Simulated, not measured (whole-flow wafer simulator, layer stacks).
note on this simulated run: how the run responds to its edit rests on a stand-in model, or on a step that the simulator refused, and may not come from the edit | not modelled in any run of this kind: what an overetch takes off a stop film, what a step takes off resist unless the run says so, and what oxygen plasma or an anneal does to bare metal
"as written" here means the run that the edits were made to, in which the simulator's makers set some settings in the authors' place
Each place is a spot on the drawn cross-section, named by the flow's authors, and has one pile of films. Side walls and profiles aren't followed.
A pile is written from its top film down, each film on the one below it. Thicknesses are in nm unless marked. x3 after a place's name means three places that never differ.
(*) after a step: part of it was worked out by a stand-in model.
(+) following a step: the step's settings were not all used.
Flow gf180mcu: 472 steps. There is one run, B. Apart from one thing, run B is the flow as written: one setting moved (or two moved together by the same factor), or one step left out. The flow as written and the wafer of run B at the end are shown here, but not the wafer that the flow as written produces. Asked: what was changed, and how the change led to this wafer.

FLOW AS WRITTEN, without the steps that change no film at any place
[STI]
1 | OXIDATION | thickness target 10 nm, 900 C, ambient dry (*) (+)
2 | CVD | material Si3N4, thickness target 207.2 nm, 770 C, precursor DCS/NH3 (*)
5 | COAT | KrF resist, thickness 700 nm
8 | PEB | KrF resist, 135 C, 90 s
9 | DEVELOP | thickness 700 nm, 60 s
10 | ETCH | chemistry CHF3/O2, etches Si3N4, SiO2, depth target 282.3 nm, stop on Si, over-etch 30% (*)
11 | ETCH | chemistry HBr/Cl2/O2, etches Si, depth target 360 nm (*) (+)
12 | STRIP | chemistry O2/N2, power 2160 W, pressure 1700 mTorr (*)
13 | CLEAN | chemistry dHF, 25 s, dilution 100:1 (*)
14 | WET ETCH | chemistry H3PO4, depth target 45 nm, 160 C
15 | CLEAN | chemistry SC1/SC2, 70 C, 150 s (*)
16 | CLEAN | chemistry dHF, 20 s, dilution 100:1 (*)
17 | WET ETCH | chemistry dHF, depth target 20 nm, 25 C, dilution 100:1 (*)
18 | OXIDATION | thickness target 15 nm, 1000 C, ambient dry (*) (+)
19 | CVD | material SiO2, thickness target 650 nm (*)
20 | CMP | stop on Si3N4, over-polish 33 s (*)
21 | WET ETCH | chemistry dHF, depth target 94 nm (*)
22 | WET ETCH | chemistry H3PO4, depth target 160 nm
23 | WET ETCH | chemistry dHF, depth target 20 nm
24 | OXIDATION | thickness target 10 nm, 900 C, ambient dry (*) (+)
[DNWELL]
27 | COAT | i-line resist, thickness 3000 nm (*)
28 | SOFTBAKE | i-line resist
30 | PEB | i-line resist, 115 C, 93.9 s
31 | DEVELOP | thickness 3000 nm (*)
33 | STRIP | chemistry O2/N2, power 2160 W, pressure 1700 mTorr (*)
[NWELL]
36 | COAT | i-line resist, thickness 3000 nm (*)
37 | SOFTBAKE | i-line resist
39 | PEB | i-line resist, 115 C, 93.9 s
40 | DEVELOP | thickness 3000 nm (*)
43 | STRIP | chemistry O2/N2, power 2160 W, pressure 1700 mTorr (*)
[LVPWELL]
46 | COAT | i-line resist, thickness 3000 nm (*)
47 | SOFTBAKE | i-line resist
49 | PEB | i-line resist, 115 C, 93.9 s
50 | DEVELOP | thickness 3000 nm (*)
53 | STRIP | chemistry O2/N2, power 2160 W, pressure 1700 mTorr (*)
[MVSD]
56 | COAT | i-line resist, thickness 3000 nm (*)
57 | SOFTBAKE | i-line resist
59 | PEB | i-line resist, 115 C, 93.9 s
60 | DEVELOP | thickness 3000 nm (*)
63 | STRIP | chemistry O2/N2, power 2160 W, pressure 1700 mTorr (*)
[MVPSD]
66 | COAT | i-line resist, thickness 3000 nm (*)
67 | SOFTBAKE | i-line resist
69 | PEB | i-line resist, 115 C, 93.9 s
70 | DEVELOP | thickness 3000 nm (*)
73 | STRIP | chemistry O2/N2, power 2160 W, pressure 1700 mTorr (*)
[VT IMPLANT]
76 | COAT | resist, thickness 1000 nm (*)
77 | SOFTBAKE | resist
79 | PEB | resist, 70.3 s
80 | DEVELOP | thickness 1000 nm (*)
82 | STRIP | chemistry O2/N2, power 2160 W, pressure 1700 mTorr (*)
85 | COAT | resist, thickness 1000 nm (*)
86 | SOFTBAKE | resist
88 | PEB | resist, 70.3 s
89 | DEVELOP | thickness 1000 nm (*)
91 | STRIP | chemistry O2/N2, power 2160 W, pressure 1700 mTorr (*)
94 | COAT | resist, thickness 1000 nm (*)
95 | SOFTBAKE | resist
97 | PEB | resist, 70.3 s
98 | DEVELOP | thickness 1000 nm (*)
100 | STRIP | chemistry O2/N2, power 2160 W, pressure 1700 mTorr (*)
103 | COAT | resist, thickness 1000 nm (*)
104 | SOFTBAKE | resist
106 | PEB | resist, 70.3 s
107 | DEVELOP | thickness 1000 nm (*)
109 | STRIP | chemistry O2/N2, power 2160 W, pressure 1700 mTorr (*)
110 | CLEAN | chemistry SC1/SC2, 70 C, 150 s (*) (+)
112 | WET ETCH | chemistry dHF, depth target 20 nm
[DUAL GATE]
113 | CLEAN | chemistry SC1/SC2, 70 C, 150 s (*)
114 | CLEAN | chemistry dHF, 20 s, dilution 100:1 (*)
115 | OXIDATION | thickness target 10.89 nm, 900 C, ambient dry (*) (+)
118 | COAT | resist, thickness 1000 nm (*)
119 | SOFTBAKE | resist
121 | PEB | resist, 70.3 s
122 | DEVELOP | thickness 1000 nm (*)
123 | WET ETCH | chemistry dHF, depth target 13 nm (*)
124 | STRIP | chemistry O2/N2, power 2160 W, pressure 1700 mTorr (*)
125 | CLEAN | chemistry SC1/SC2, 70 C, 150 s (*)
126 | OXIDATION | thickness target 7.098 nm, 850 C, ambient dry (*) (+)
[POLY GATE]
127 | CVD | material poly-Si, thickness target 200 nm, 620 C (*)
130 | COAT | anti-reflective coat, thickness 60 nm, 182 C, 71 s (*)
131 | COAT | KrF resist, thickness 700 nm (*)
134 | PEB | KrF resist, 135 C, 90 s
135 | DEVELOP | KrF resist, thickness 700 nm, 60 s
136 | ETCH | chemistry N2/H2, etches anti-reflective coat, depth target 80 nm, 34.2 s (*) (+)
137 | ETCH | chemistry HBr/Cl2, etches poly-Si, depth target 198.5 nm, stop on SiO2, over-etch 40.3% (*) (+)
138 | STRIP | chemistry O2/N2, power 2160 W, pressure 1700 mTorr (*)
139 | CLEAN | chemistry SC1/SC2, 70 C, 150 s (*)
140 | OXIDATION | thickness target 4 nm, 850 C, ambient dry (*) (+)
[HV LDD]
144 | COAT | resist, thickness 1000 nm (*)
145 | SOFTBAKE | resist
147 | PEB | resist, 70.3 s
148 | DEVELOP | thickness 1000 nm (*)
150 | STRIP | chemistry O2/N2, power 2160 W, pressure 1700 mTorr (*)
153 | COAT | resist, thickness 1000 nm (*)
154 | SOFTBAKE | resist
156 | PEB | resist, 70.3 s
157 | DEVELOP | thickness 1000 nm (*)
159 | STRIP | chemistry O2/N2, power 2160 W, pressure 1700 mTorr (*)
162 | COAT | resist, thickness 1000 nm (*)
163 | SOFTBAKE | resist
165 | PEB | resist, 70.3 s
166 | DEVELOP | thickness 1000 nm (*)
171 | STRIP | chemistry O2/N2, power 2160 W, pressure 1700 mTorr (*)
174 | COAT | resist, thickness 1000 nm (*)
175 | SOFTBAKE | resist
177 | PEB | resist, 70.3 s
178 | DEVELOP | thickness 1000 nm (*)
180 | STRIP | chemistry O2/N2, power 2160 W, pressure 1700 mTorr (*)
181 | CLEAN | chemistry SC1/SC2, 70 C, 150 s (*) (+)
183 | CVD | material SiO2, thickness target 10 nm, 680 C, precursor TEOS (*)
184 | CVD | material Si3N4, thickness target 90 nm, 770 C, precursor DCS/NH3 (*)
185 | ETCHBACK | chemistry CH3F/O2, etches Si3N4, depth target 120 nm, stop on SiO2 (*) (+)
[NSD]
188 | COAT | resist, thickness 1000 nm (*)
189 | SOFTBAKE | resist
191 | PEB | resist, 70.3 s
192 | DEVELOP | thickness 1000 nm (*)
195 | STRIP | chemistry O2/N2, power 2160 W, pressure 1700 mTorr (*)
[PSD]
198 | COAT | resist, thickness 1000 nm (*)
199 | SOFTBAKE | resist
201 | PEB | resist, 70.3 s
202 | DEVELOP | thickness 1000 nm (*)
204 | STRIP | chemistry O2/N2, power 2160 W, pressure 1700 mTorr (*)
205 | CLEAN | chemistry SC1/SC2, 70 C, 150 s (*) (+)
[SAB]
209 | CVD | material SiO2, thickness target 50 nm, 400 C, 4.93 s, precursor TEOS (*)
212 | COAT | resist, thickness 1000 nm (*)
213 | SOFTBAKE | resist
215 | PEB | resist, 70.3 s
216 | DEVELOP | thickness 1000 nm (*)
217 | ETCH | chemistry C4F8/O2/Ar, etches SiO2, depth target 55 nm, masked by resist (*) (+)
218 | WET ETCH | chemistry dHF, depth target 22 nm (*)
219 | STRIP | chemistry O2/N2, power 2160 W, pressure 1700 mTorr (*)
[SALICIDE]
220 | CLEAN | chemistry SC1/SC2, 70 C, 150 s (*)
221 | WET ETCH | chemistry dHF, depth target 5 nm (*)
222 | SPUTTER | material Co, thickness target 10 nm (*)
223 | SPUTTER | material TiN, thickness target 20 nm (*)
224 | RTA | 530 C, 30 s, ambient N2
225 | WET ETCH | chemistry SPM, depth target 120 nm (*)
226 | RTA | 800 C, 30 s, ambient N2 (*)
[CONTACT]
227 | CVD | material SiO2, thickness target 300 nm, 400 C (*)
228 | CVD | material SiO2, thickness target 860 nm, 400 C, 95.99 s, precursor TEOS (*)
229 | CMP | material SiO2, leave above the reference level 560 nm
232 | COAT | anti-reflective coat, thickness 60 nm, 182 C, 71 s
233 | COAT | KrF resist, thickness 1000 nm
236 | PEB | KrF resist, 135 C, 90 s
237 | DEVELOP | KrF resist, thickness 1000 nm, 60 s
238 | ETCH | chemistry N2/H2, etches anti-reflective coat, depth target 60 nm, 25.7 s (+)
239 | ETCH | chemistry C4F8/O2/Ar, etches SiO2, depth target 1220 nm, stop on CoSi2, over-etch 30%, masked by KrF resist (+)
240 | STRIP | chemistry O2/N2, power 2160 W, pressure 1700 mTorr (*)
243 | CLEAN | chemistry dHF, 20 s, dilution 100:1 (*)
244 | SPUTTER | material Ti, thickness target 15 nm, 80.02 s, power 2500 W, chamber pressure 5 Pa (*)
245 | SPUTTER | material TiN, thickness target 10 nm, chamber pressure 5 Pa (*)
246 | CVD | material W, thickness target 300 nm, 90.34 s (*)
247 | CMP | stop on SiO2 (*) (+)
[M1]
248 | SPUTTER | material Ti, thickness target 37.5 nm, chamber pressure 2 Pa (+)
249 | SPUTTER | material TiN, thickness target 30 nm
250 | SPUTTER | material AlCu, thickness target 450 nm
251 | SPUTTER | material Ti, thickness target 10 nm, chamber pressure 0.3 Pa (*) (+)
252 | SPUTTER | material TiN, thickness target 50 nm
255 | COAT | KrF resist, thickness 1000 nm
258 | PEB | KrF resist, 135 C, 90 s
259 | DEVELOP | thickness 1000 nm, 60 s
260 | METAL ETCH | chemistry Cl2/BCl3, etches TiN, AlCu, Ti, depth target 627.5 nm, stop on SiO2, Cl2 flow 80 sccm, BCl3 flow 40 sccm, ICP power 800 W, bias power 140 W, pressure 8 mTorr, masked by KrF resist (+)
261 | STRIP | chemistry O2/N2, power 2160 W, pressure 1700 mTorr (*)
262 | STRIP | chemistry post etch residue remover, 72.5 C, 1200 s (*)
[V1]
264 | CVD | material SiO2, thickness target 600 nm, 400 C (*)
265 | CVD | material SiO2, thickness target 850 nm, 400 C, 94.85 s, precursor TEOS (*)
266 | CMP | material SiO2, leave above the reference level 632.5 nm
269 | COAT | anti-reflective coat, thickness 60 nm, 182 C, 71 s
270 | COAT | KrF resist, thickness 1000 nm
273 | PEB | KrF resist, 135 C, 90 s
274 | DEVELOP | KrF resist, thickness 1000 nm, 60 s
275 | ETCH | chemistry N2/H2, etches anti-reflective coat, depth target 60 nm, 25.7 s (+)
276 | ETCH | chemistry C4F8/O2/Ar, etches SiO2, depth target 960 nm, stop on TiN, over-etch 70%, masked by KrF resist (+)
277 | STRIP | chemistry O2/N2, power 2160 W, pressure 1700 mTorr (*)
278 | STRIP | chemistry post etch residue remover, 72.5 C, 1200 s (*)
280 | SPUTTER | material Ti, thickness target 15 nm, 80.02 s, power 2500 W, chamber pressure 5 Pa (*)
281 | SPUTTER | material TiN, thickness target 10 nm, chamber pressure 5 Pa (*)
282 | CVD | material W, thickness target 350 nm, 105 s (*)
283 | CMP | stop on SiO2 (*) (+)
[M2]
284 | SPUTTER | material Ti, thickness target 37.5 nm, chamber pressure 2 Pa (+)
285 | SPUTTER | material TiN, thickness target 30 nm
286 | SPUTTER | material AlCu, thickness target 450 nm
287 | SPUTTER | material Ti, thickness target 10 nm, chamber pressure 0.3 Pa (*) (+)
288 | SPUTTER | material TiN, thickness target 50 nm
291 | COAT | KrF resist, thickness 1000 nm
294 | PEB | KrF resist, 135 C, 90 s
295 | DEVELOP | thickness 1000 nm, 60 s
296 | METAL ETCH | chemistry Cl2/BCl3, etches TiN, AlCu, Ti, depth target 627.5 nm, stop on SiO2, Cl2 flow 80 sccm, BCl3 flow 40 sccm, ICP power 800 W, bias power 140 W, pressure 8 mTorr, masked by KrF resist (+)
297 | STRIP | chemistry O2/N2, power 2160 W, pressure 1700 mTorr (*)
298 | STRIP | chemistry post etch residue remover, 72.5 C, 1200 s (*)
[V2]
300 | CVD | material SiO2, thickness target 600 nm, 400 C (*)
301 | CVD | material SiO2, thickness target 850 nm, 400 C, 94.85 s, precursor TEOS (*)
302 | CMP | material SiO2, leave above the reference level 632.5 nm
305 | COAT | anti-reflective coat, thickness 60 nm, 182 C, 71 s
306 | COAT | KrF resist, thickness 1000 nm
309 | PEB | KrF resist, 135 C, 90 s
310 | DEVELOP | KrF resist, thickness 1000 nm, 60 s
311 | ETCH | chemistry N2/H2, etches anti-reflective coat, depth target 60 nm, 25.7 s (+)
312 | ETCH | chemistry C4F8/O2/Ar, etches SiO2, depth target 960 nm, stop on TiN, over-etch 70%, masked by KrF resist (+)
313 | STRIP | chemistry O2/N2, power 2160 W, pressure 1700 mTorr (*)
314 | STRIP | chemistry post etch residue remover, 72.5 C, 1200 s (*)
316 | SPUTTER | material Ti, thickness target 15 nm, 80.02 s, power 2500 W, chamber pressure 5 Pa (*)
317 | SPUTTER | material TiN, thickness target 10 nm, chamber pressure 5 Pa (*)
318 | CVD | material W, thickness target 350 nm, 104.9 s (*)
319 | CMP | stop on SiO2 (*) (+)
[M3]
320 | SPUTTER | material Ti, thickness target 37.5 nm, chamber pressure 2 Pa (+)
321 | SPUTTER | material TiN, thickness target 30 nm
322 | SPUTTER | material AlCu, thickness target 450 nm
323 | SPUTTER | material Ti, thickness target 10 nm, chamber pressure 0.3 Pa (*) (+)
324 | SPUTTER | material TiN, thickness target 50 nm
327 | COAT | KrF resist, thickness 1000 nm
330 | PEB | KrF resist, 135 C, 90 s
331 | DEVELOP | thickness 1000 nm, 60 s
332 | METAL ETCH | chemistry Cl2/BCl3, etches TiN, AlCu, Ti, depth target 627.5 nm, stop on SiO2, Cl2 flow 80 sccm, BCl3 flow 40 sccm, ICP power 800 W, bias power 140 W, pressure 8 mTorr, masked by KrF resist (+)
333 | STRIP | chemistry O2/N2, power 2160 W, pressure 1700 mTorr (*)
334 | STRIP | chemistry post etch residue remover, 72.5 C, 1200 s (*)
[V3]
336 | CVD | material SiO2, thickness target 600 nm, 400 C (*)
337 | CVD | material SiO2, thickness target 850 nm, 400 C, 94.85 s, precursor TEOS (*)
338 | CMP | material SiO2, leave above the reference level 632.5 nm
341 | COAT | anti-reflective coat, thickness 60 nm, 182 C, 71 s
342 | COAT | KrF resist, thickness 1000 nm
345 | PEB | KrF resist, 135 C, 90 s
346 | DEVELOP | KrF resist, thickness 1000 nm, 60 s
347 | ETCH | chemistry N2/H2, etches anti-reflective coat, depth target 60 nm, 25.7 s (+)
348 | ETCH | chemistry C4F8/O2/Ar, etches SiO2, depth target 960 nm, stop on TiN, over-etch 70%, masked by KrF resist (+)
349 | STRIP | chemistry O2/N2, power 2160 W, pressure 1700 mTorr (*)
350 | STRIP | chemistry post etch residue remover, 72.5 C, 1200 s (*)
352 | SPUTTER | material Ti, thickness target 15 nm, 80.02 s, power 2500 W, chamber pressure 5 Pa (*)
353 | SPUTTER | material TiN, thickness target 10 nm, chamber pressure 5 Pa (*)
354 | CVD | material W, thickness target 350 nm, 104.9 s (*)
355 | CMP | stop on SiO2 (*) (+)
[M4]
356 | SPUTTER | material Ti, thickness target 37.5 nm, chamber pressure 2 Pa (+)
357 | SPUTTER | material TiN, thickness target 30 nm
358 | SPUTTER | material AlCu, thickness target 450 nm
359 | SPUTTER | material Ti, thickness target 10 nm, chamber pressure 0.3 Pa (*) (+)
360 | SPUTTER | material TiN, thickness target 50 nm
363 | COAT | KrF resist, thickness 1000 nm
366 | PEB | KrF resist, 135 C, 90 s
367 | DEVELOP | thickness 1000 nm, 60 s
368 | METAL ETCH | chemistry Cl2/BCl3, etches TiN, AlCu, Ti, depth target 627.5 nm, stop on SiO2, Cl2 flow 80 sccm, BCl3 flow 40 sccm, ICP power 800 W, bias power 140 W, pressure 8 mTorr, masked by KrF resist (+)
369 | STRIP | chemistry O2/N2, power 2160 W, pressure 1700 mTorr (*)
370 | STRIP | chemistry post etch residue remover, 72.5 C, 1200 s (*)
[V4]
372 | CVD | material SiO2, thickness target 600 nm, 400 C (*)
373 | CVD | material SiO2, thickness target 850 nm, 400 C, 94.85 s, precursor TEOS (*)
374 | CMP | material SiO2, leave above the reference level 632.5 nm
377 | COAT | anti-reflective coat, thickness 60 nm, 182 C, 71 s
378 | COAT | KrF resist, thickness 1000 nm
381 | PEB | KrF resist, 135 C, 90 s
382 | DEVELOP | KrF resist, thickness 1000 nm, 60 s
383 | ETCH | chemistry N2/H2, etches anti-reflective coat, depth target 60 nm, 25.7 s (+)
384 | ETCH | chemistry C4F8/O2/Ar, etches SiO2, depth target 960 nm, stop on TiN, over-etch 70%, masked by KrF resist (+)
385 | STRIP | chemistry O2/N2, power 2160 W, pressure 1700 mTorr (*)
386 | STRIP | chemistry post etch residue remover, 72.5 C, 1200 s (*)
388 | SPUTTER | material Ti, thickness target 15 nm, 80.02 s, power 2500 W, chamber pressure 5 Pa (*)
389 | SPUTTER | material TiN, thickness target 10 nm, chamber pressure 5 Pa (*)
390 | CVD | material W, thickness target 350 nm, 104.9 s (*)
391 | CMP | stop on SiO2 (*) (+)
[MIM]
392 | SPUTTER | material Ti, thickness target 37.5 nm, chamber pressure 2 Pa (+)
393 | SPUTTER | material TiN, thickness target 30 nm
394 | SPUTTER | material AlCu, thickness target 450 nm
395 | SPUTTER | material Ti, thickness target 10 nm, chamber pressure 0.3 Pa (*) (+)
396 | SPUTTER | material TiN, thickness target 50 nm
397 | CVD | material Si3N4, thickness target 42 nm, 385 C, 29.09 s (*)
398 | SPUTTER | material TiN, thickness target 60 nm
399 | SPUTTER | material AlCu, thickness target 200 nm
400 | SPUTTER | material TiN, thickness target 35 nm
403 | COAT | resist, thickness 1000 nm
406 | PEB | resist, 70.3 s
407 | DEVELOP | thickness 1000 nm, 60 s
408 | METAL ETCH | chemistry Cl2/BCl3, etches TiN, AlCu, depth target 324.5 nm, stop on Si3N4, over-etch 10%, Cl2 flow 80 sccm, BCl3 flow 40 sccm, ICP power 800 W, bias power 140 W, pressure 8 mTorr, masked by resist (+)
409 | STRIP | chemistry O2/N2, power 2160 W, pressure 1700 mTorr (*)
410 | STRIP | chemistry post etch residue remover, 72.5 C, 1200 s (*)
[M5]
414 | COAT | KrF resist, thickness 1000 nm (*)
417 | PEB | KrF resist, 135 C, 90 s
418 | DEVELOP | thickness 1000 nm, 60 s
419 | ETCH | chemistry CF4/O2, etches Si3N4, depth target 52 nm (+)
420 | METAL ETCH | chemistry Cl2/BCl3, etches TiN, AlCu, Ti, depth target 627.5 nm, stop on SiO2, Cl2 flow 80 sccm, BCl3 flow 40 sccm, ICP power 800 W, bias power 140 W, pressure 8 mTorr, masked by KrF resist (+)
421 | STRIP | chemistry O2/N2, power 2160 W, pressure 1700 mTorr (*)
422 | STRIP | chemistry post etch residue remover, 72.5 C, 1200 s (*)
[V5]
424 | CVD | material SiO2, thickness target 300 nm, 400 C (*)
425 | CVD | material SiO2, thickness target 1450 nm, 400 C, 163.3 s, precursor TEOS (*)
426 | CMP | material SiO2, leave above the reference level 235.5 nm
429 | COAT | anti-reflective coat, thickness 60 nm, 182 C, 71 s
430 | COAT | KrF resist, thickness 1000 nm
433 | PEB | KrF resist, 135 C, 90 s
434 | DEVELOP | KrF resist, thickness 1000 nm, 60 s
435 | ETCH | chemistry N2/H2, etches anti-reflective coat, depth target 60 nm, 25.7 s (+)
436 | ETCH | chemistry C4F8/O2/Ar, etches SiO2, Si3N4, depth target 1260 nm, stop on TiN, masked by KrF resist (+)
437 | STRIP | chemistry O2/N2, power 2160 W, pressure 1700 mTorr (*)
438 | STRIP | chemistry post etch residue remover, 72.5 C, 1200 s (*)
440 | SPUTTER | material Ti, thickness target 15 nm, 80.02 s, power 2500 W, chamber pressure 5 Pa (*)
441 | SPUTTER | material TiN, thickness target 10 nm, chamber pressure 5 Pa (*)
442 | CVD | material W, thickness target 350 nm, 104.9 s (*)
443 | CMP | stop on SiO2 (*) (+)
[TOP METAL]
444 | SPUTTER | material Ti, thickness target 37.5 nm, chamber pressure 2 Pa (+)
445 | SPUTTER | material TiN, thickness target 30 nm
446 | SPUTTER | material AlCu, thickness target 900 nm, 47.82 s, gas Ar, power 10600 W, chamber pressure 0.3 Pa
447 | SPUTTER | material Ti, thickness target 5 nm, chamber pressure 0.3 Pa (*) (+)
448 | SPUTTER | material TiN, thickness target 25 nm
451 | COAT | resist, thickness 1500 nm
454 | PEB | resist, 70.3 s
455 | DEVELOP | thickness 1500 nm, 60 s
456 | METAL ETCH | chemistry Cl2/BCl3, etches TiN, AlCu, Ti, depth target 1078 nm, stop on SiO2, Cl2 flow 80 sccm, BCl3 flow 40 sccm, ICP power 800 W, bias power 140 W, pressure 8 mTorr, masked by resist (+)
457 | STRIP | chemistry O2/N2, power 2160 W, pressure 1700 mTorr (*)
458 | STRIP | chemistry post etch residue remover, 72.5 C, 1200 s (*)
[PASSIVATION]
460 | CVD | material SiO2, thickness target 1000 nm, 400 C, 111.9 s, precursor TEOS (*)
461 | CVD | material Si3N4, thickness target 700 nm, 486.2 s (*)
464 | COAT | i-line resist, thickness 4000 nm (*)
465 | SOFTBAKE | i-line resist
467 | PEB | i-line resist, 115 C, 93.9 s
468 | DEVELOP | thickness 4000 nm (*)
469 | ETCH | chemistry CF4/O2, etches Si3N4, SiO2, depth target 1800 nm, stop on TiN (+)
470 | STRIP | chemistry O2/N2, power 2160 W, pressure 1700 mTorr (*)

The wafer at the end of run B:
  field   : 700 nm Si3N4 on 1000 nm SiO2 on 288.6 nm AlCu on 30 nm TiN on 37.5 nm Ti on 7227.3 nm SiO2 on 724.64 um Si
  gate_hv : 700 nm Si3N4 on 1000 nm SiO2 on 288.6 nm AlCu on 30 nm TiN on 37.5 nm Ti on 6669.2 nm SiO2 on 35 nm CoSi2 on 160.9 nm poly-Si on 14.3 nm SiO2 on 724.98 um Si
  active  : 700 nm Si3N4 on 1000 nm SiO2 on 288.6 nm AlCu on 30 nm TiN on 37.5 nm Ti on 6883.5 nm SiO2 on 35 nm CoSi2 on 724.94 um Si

The reason: step 456, METAL ETCH: depth target 635.7 nm was run, whereas the flow has depth target 1078 nm.

The path from the change to this, step by step:
  456 | METAL ETCH | chemistry Cl2/BCl3, etches TiN, AlCu, Ti, depth target 1078 nm, stop on SiO2, Cl2 flow 80 sccm, BCl3 flow 40 sccm, ICP power 800 W, bias power 140 W, pressure 8 mTorr, masked by resist (+)
      field, field__w1, field__w2 and 103 more: -25 TiN (all of it), -5 Ti (all of it), -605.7 AlCu (as written it would have been: -25 TiN (all of it), -5 Ti (all of it), -900 AlCu (all of it), -30 TiN (all of it), -37.5 Ti (all of it))
      field__w8, contact, m1, m1__w1, pad, m1_nw: -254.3 resist (as written it would have been: -431 resist)
  457 | STRIP | chemistry O2/N2, power 2160 W, pressure 1700 mTorr (*)
      field__w8, contact, m1, m1__w1, pad, m1_nw: -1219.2 resist (all of it) (as written it would have been: -1042.5 resist (all of it))
  458 | STRIP | chemistry post etch residue remover, 72.5 C, 1200 s (*)
      field, field__w1, field__w2 and 103 more: -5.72 AlCu (as written it would have been: nothing)
  460 | CVD | material SiO2, thickness target 1000 nm, 400 C, 111.9 s, precursor TEOS (*)
      field, field__w1, field__w2 and 103 more: +1000 SiO2 (new film) (as written it would have been: +1000 SiO2)
  464 | COAT | i-line resist, thickness 4000 nm (*)
      field__w8: +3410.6 i-line resist (new film) (as written it would have been: +3093.1 i-line resist (new film))
      contact: +3442.8 i-line resist (new film) (as written it would have been: +3153.6 i-line resist (new film))
      (and at 4 other places as well)
  465 | SOFTBAKE | i-line resist
      gate: -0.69 i-line resist (as written it would have been: +1.79 i-line resist)
      field__w11, field__w13: +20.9 i-line resist (as written it would have been: +37.6 i-line resist)
      (and at 66 other places as well)
  467 | PEB | i-line resist, 115 C, 93.9 s
      field__w8, m1__w1: -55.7 i-line resist (as written it would have been: -49.2 i-line resist)
      contact, m1: -55.9 i-line resist (as written it would have been: -49.6 i-line resist)
      (and at 2 other places as well)
  468 | DEVELOP | thickness 4000 nm (*)
      pad: -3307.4 i-line resist (all of it) (as written it would have been: -2960.4 i-line resist (all of it))
  470 | STRIP | chemistry O2/N2, power 2160 W, pressure 1700 mTorr (*)
      field__w8, m1__w1: -2117.3 i-line resist (all of it) (as written it would have been: -1775.9 i-line resist (all of it))
      contact: -2129.5 i-line resist (all of it) (as written it would have been: -1798.3 i-line resist (all of it))
      (and at 2 other places as well)
With metal films that touch counted as one body, field has 1 body; the flow as written gives 0 bodies.
With metal films that touch counted as one body, gate_hv has 2 bodies (between them, from the top down: SiO2 6669.2); the flow as written gives 1 body.
With metal films that touch counted as one body, active has 2 bodies (between them, from the top down: SiO2 6883.5); the flow as written gives 1 body.
